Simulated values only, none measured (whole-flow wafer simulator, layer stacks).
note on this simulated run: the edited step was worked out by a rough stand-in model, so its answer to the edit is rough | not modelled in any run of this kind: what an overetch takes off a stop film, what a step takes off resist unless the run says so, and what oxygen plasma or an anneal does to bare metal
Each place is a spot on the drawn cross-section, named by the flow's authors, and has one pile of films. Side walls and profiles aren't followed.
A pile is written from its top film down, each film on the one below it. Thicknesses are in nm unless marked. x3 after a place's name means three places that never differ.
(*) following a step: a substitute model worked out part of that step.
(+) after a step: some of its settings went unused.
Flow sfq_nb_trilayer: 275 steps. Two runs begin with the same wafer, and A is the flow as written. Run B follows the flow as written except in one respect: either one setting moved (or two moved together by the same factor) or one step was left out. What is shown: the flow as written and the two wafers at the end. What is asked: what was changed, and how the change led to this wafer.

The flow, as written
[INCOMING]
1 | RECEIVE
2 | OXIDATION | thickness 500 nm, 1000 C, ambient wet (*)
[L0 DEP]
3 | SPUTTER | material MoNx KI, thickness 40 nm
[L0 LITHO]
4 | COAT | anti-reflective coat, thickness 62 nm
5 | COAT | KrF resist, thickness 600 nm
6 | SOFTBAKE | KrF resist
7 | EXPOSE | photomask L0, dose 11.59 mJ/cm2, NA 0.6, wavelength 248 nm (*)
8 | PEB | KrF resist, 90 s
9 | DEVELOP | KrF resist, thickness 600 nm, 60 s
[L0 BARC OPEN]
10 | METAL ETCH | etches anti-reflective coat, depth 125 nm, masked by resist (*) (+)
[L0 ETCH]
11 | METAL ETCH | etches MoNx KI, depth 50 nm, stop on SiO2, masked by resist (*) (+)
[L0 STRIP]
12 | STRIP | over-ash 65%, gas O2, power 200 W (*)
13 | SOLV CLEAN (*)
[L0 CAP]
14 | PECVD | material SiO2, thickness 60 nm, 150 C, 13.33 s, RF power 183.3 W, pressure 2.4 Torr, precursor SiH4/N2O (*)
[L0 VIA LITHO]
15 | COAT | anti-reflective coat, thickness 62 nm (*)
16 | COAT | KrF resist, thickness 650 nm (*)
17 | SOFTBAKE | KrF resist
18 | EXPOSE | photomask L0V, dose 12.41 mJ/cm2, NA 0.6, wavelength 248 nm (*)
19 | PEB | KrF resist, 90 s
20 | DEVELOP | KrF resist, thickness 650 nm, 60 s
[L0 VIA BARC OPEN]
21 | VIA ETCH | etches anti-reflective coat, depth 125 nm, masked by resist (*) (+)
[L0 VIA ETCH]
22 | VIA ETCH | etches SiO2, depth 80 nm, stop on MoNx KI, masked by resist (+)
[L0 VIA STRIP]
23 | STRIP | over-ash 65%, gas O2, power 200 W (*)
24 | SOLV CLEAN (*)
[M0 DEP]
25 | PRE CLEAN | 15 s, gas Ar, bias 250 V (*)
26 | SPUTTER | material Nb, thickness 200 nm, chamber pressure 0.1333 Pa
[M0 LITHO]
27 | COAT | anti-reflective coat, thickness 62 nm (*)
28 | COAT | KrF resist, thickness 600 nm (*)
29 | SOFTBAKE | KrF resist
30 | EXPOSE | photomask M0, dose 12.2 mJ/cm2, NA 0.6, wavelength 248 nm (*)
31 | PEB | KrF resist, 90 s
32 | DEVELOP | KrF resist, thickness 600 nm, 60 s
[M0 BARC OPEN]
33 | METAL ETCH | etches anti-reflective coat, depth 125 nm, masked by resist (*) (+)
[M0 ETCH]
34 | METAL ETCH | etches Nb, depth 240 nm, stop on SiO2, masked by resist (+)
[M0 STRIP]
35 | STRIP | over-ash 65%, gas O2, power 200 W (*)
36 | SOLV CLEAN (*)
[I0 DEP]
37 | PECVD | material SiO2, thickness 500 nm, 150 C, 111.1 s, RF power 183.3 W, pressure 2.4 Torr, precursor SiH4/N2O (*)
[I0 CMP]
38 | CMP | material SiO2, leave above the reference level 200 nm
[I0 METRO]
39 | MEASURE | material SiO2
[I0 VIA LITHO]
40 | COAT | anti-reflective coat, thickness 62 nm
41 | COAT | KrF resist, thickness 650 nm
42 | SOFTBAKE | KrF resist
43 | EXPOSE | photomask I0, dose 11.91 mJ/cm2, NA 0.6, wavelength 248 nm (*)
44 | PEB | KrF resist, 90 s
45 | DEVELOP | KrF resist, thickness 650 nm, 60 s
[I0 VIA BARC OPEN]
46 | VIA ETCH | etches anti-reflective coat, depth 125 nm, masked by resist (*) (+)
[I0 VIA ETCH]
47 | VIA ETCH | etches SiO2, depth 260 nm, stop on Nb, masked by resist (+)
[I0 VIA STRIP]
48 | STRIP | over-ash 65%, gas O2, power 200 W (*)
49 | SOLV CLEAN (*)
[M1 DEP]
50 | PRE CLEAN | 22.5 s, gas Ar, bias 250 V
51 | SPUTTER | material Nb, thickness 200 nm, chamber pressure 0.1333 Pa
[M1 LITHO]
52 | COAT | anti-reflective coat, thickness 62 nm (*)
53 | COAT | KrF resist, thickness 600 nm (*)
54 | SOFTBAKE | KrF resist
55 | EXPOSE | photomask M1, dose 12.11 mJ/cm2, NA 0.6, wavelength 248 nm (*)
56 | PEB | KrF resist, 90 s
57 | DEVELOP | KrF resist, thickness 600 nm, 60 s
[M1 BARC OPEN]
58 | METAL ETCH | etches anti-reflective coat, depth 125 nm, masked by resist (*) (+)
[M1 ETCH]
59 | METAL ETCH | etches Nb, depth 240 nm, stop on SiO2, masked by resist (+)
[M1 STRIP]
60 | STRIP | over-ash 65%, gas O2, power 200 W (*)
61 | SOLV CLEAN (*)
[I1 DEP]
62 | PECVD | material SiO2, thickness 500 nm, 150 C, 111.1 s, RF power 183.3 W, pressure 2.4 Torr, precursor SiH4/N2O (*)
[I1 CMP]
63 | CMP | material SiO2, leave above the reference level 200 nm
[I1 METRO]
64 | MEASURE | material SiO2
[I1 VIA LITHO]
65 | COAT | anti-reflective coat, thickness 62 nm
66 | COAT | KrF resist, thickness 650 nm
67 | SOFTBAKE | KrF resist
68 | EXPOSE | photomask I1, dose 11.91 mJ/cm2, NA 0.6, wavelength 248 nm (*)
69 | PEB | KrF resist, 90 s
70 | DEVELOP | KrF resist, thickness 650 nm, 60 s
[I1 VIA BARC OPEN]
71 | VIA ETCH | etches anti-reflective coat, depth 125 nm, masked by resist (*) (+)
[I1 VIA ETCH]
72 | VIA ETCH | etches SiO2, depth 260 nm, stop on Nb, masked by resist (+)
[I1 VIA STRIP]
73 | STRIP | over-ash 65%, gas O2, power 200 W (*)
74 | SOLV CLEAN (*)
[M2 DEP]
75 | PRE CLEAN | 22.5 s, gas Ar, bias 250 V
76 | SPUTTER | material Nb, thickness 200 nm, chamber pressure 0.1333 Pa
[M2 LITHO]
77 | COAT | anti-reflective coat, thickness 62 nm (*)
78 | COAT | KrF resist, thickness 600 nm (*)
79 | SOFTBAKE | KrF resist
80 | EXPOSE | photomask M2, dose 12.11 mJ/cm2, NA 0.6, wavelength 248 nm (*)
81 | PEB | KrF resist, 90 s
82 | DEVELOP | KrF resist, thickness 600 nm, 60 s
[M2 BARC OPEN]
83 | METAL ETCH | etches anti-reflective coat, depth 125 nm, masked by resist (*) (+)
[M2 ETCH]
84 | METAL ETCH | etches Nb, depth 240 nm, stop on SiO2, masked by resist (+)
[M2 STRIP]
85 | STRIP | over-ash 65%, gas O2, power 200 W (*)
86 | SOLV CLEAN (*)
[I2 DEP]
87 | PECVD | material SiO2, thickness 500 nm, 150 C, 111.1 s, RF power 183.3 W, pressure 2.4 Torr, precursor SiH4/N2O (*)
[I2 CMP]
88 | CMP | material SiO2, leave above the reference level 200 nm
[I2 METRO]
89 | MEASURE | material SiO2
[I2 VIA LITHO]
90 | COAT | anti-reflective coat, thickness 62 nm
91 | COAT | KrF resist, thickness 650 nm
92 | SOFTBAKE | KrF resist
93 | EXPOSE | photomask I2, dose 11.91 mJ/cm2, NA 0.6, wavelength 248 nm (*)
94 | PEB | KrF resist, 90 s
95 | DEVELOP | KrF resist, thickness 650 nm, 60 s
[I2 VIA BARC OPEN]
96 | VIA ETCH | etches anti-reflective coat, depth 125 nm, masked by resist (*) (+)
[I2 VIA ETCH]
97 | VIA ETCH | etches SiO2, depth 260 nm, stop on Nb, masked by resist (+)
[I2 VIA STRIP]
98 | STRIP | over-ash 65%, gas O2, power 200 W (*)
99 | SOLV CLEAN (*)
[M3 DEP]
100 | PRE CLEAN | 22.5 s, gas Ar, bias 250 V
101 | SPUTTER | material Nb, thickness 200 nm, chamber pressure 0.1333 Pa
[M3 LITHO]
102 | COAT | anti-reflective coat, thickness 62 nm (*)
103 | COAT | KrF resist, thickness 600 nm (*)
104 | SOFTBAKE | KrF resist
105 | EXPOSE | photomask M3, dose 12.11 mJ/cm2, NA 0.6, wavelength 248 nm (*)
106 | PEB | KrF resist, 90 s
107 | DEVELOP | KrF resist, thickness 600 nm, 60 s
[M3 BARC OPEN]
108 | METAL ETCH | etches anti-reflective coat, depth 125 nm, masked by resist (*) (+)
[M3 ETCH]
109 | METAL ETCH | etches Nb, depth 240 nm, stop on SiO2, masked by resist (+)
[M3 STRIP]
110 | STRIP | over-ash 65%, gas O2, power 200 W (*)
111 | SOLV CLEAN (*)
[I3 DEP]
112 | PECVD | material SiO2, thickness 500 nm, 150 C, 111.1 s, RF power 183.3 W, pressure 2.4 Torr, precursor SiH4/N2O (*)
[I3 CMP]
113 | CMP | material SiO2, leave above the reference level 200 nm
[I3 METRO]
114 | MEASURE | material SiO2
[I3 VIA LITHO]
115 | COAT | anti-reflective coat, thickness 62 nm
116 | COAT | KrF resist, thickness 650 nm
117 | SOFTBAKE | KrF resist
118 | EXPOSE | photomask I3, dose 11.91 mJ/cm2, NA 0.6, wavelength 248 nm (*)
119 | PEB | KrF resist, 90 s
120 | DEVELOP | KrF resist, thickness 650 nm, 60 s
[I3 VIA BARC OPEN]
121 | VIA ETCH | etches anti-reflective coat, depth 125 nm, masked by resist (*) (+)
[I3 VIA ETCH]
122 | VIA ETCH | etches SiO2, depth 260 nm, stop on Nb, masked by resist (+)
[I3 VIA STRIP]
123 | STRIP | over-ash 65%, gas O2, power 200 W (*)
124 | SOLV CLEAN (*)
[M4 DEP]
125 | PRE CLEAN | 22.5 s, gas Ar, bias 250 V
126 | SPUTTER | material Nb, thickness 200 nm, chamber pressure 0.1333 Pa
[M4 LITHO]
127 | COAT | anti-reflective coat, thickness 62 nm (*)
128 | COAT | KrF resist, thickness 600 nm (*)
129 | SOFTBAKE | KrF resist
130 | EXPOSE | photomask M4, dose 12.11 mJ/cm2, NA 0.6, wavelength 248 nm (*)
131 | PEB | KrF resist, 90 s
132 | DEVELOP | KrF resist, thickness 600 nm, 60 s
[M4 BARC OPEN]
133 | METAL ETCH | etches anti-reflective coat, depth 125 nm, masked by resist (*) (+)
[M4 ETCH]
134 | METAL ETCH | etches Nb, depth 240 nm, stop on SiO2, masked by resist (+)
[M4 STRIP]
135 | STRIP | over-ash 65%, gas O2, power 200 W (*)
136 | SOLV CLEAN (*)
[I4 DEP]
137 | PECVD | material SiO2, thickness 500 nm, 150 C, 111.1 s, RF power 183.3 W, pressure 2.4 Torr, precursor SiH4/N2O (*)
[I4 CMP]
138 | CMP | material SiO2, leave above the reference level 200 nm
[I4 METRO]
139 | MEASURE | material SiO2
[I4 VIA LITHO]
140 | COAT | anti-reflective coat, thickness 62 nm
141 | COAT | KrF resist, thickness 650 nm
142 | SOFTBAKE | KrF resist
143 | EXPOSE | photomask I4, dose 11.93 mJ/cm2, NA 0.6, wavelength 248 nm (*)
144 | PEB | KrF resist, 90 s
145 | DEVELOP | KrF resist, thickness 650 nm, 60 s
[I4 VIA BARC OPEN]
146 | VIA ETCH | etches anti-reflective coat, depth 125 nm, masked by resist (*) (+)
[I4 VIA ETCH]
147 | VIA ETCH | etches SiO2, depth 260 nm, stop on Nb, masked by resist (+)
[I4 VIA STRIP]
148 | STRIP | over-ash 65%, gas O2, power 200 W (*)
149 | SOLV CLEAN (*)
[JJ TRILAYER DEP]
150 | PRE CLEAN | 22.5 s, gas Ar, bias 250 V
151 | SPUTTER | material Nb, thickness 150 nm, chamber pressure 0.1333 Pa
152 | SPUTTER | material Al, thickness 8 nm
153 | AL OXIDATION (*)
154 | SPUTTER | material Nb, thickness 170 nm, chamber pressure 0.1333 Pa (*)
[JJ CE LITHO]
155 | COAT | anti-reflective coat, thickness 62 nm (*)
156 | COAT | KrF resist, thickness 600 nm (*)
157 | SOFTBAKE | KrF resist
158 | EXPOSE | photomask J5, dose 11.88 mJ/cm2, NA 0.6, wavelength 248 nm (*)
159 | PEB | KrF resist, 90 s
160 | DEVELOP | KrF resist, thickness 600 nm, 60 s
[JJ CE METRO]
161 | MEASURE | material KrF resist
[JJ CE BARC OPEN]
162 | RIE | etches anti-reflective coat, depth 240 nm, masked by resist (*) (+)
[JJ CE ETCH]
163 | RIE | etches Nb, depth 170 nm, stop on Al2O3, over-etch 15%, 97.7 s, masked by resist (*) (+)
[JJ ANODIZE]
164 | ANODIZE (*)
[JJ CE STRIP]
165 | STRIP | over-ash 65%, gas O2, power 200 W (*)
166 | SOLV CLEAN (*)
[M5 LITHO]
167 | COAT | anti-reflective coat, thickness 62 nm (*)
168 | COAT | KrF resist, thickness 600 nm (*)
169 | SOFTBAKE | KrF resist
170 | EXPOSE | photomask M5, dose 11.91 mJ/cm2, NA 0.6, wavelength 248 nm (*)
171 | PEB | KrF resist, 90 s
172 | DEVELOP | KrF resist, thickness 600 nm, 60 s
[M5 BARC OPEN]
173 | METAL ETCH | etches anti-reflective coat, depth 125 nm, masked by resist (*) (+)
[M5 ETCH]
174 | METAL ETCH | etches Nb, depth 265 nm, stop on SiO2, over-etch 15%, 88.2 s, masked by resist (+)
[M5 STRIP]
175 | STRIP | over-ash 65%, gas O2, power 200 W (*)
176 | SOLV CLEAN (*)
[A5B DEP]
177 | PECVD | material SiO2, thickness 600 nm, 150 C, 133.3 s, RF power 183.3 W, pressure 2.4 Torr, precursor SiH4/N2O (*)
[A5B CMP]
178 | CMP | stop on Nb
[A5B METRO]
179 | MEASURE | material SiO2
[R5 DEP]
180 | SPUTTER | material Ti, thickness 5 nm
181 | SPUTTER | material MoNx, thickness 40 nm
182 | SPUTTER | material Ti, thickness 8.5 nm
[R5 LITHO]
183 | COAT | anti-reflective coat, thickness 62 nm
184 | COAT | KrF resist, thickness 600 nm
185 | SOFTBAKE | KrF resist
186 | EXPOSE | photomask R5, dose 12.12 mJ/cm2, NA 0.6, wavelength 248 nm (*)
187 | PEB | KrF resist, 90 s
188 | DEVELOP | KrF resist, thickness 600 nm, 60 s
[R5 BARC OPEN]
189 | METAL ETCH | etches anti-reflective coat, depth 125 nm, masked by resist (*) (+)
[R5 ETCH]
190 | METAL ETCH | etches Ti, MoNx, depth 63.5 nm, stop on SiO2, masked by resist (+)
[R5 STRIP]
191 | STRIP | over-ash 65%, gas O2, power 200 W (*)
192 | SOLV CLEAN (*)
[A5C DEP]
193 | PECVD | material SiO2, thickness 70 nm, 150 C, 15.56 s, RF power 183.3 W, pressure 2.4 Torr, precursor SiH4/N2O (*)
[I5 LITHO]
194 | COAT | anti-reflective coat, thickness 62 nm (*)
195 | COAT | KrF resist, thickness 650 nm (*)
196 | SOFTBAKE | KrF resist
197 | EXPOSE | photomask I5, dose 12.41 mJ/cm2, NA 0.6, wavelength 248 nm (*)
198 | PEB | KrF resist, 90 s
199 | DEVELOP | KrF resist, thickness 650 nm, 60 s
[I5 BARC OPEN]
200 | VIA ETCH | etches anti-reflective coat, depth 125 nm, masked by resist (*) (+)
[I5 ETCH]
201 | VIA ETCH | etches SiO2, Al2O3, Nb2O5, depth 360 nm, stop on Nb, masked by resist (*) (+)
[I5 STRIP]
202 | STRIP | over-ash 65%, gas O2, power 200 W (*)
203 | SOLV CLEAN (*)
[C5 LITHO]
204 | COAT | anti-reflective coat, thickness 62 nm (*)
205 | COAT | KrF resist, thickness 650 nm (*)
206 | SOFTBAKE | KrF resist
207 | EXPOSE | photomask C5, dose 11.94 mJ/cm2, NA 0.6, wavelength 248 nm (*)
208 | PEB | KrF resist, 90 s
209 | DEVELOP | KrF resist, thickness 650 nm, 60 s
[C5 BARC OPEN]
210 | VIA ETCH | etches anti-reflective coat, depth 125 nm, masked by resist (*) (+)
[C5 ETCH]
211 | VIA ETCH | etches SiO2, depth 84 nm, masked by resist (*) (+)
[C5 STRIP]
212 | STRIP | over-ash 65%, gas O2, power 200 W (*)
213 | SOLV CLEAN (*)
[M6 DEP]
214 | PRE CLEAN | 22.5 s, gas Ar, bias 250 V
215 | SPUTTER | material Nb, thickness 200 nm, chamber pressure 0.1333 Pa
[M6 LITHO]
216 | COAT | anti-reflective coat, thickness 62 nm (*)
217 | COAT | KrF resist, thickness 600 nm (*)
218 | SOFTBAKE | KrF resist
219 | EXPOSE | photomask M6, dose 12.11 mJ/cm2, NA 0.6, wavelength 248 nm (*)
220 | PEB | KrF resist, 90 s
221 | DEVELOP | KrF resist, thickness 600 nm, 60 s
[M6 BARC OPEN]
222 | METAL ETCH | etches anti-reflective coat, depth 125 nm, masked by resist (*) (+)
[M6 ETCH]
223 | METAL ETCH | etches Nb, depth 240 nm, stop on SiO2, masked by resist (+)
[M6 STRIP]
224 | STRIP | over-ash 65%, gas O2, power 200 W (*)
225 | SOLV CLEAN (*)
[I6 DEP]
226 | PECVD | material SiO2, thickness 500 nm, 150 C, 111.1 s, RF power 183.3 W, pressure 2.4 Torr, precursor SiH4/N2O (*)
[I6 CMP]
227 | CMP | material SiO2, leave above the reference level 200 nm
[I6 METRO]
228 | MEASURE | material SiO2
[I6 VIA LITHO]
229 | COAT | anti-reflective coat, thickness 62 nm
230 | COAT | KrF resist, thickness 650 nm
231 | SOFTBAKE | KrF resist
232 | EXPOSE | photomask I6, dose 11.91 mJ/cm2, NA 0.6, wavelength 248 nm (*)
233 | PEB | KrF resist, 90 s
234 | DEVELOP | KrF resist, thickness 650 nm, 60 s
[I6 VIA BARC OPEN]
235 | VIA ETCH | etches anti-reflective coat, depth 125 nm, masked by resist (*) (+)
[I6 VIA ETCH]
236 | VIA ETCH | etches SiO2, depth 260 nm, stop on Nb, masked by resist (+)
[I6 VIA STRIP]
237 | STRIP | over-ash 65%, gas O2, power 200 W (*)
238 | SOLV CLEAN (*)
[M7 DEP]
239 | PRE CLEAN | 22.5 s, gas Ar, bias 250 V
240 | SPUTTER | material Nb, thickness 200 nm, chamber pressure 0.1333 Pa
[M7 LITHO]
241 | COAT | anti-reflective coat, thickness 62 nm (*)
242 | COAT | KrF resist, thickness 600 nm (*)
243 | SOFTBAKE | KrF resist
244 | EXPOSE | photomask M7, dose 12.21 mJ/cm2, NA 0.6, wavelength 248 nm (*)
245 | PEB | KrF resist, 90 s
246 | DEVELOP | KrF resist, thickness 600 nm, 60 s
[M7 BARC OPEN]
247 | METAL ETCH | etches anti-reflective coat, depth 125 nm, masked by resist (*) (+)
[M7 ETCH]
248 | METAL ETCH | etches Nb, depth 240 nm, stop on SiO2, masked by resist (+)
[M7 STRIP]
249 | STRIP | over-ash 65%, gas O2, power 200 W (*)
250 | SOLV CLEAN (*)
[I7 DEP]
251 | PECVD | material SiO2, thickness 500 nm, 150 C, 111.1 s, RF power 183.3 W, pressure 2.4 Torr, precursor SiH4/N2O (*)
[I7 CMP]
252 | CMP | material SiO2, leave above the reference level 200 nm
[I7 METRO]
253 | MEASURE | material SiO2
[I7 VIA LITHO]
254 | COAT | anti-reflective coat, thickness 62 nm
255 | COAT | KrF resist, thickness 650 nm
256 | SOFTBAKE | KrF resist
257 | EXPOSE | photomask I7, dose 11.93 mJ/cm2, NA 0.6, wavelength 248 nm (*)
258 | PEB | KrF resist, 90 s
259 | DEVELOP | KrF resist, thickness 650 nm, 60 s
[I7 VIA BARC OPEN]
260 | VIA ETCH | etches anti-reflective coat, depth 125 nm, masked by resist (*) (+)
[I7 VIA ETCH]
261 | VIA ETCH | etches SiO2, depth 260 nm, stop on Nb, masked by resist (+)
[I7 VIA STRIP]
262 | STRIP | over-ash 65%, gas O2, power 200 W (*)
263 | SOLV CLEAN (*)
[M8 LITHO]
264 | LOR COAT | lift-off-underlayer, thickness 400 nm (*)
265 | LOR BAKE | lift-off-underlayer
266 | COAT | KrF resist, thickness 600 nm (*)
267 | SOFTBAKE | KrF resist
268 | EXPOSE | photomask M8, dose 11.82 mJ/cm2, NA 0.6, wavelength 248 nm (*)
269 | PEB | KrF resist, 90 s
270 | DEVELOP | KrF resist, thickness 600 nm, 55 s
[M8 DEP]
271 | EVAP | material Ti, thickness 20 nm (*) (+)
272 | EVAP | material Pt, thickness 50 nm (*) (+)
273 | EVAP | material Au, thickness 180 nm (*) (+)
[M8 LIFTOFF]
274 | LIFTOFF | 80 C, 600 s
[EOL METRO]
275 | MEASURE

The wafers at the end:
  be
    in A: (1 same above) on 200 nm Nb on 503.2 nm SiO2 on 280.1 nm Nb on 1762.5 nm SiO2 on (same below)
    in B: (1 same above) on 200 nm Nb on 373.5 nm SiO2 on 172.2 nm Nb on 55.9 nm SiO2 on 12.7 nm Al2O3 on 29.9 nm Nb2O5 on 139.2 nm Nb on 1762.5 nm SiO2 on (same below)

The reason: step 201, VIA ETCH: depth 153 nm was run, whereas the flow has depth 360 nm.

How this came from the change, step by step:
  201 | VIA ETCH | etches SiO2, Al2O3, Nb2O5, depth 360 nm, stop on Nb, masked by resist (*) (+)
      be: A SiO2 loses 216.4 (all of it), Al2O3 loses 12.7 (all of it), Nb2O5 loses 29.9 (all of it) | B SiO2 loses 153
      field_l, v_sur, via_wl and 102 more: A KrF resist loses 240 | B KrF resist loses 102
  202 | STRIP | over-ash 65%, gas O2, power 200 W (*)
      p4_fl, p4_fm, p4_w1 and 44 more: A KrF resist loses 333.1 (all of it), anti-reflective coat loses 62 (all of it) | B KrF resist loses 471.1 (all of it), anti-reflective coat loses 62 (all of it)
      wl_b_sl, wl_b_m5, wl_b_sr and 13 more: A KrF resist loses 333 (all of it), anti-reflective coat loses 62 (all of it) | B KrF resist loses 471 (all of it), anti-reflective coat loses 62 (all of it)
      (also at 42 further places)
  204 | COAT | anti-reflective coat, thickness 62 nm (*)
      wire: A anti-reflective coat gains 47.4 (new film) | B anti-reflective coat gains 50.5 (new film)
      be: A anti-reflective coat gains 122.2 (new film) | B anti-reflective coat gains 106.5 (new film)
      (also at 1 further place)
  205 | COAT | KrF resist, thickness 650 nm (*)
      be: A KrF resist gains 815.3 (new film) | B KrF resist gains 739.5 (new film)
  212 | STRIP | over-ash 65%, gas O2, power 200 W (*)
      wire: A KrF resist loses 555.8 (all of it), anti-reflective coat loses 47.4 (all of it) | B KrF resist loses 561.8 (all of it), anti-reflective coat loses 50.5 (all of it)
      be: A KrF resist loses 728.2 (all of it), anti-reflective coat loses 122.2 (all of it) | B KrF resist loses 652.4 (all of it), anti-reflective coat loses 106.5 (all of it)
      (also at 1 further place)
  214 | PRE CLEAN | 22.5 s, gas Ar, bias 250 V
      be: A Nb loses 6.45 | B SiO2 loses 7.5
  215 | SPUTTER | material Nb, thickness 200 nm, chamber pressure 0.1333 Pa
      be: A Nb gains 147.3 | B Nb gains 172.2 (new film)
  216 | COAT | anti-reflective coat, thickness 62 nm (*)
      wire: A anti-reflective coat gains 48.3 (new film) | B anti-reflective coat gains 51.1 (new film)
      be: A anti-reflective coat gains 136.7 (new film) | B anti-reflective coat gains 114.6 (new film)
      (also at 1 further place)
  217 | COAT | KrF resist, thickness 600 nm (*)
      be: A KrF resist gains 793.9 (new film) | B KrF resist gains 704.2 (new film)
  224 | STRIP | over-ash 65%, gas O2, power 200 W (*)
      wire: A KrF resist loses 369.8 (all of it), anti-reflective coat loses 48.3 (all of it) | B KrF resist loses 377.9 (all of it), anti-reflective coat loses 51.1 (all of it)
      be: A KrF resist loses 575.8 (all of it), anti-reflective coat loses 136.7 (all of it) | B KrF resist loses 486.3 (all of it), anti-reflective coat loses 114.6 (all of it)
      (also at 1 further place)
  226 | PECVD | material SiO2, thickness 500 nm, 150 C, 111.1 s, RF power 183.3 W, pressure 2.4 Torr, precursor SiH4/N2O (*)
      be: A SiO2 gains 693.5 (new film) | B SiO2 gains 538 (new film)
  227 | CMP | material SiO2, leave above the reference level 200 nm
      be: A SiO2 loses 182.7 | B SiO2 loses 157.1
If metal films that touch count as one body, be has 4 bodies (between them, from the top down: SiO2 373.5; SiO2 55.9 / Al2O3 12.7 / Nb2O5 29.9; SiO2 1762.5); the flow as written gives 3 bodies (between them, from the top down: SiO2 503.2; SiO2 1762.5).
